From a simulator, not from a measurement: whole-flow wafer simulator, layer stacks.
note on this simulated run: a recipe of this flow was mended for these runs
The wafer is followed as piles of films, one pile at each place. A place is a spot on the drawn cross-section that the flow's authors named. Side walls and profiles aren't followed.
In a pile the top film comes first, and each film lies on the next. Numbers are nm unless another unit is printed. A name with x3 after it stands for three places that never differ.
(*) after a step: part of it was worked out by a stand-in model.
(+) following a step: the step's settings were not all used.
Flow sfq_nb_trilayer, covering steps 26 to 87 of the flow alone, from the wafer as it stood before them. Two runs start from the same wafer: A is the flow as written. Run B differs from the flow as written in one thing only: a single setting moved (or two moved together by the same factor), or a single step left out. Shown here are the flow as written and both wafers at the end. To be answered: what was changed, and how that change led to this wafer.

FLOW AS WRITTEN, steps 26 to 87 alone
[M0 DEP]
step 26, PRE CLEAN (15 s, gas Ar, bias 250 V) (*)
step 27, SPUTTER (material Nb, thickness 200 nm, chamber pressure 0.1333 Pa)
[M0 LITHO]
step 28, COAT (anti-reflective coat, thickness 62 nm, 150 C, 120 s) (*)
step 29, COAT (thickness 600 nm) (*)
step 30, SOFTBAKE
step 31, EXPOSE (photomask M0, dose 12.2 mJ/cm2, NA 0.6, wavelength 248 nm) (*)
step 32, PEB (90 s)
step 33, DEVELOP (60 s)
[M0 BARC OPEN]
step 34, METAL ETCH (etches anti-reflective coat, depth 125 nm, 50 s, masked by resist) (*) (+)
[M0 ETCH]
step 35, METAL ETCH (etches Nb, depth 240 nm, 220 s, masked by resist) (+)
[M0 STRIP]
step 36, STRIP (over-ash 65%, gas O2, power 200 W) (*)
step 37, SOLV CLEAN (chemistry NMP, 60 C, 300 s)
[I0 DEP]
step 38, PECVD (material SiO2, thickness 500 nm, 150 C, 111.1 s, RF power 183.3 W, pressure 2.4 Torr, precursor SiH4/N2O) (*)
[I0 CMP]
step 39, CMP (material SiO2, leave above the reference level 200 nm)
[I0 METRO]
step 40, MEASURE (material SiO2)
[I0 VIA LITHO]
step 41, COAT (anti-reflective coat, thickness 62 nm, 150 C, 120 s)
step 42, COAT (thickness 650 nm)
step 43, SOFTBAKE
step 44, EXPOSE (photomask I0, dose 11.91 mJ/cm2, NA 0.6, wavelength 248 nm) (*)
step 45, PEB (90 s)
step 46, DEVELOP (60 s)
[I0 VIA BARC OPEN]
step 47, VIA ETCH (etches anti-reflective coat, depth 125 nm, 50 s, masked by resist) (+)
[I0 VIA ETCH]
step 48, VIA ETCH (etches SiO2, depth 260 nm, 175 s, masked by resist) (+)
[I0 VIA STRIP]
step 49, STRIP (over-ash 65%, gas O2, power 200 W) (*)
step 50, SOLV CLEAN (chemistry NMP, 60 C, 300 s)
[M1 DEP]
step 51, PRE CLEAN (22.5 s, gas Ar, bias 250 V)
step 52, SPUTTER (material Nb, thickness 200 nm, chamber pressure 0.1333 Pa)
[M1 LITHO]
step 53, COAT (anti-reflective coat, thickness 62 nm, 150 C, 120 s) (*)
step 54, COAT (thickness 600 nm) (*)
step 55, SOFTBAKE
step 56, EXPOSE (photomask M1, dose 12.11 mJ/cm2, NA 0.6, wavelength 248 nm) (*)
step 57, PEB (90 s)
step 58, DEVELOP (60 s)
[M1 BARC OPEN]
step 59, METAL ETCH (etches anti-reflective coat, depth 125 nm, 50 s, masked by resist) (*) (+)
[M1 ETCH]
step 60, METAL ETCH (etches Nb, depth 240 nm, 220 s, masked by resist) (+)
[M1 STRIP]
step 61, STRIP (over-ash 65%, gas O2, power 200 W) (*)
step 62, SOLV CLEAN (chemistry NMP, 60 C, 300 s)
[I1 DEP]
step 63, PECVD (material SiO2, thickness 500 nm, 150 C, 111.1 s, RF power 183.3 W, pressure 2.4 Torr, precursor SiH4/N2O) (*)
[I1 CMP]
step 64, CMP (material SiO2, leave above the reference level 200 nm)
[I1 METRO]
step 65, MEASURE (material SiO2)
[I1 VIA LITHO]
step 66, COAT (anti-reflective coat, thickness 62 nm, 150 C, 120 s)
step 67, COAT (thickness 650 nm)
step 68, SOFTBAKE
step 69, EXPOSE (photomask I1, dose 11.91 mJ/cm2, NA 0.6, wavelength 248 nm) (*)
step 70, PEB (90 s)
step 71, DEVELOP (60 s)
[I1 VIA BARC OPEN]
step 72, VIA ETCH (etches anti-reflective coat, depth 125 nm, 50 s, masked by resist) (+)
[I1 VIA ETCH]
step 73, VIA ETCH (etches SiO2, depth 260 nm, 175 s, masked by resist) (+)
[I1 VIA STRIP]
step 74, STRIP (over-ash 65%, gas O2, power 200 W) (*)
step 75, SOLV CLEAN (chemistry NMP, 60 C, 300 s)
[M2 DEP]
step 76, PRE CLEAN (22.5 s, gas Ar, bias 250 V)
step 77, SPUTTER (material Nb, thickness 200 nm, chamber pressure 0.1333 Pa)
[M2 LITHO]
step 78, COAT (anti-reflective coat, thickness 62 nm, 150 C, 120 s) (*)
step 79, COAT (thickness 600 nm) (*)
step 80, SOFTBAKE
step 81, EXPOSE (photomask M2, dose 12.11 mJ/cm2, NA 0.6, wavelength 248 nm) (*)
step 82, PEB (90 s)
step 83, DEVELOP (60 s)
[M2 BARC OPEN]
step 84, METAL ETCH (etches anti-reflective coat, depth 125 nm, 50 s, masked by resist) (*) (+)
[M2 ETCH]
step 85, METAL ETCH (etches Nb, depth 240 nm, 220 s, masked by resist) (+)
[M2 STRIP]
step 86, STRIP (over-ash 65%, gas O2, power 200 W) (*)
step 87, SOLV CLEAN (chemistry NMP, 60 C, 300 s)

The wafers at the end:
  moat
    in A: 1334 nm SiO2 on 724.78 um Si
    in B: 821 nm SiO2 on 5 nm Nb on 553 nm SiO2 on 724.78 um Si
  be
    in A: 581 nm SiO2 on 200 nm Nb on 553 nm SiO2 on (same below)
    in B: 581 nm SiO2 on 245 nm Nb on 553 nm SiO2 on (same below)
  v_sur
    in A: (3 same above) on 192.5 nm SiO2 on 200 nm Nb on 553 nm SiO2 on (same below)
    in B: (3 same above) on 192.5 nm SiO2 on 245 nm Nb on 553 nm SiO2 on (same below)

What caused this: step 27, SPUTTER: thickness 245 nm was run, whereas the flow has thickness 200 nm.
The wafer lets one read it off: be has Nb 245, and step 27 as written asks for 200 nm.

Step by step, how the change led to this:
  step 27, SPUTTER (material Nb, thickness 200 nm, chamber pressure 0.1333 Pa)
      field_l, v_sur, via_wl and 102 more: A Nb gains 200 (new film) | B Nb gains 245 (new film)
      l0v: A Nb gains 195.4 (new film) | B Nb gains 240.4 (new film)
  step 28, COAT (anti-reflective coat, thickness 62 nm, 150 C, 120 s) (*)
      l0_sur: A anti-reflective coat gains 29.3 (new film) | B anti-reflective coat gains 29.9 (new film)
  step 35, METAL ETCH (etches Nb, depth 240 nm, 220 s, masked by resist) (+)
      moat, m0r_space_l x2: A Nb loses 200 (all of it), SiO2 loses 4 | B Nb loses 240
  step 36, STRIP (over-ash 65%, gas O2, power 200 W) (*)
      l0_sur: A KrF-resist-other-grade loses 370 (all of it), anti-reflective coat loses 29.3 (all of it) | B KrF-resist-other-grade loses 369.7 (all of it), anti-reflective coat loses 29.9 (all of it)
  step 38, PECVD (material SiO2, thickness 500 nm, 150 C, 111.1 s, RF power 183.3 W, pressure 2.4 Torr, precursor SiH4/N2O) (*)
      moat, m0r_space_l x2: A SiO2 gains 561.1 | B SiO2 gains 597.1 (new film)
If metal films that touch count as one body, moat has 1 body; the flow as written gives 0 bodies.
